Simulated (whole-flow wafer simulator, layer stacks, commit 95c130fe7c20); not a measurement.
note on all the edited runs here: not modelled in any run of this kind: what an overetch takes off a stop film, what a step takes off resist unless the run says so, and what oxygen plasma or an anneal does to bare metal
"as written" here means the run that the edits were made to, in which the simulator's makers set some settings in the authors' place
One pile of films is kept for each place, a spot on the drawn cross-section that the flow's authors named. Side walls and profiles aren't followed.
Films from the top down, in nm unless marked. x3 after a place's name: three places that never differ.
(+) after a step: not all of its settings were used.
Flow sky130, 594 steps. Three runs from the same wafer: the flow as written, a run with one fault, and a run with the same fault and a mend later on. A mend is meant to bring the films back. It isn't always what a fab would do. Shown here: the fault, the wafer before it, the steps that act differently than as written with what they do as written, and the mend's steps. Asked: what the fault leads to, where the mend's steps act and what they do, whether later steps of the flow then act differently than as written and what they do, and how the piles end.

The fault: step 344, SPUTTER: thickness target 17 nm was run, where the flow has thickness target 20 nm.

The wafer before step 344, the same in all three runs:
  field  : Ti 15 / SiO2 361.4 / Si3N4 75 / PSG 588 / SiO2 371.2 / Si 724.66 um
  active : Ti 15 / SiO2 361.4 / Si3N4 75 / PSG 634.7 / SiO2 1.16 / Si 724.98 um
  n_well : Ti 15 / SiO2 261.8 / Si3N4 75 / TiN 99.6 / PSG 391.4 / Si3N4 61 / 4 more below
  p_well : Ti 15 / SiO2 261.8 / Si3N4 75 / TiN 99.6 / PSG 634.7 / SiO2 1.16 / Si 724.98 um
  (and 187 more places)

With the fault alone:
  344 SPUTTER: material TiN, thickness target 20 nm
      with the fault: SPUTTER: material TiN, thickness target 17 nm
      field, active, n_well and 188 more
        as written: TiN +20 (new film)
        with the fault: TiN +17 (new film)
  Later steps of the flow that act differently than as written (4 more steps differ only slightly, by at most 2% or 0.5 nm, whichever is larger, and aren't shown):
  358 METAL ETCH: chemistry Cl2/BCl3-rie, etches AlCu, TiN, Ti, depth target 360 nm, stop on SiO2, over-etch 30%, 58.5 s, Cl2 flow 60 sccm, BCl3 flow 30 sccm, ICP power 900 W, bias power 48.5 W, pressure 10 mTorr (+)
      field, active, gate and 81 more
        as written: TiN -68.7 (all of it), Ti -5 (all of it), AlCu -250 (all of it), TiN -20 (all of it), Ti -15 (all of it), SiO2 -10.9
        with the fault: TiN -68.7 (all of it), Ti -5 (all of it), AlCu -250 (all of it), TiN -17 (all of it), Ti -15 (all of it), SiO2 -11.2
  At the end the piles differ from the flow's by more than 2% or 0.5 nm, whichever is larger, at n_well, p_well, gate_hv and 104 more.
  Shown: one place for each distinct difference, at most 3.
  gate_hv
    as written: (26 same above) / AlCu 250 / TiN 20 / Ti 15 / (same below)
    with the fault: (26 same above) / AlCu 250 / TiN 17 / Ti 15 / (same below)
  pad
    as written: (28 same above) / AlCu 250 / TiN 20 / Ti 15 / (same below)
    with the fault: (28 same above) / AlCu 250 / TiN 17 / Ti 15 / (same below)
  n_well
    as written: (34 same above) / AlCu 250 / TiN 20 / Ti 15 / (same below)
    with the fault: (34 same above) / AlCu 250 / TiN 17 / Ti 15 / (same below)

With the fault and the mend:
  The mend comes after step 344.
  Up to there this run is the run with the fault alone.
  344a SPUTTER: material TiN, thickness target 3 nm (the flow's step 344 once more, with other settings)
      field, active, n_well and 188 more
        TiN +3
  No later step of the flow acts differently than as written at any place that is followed.
  At the end the piles are the same as the flow's at every place that both follow.
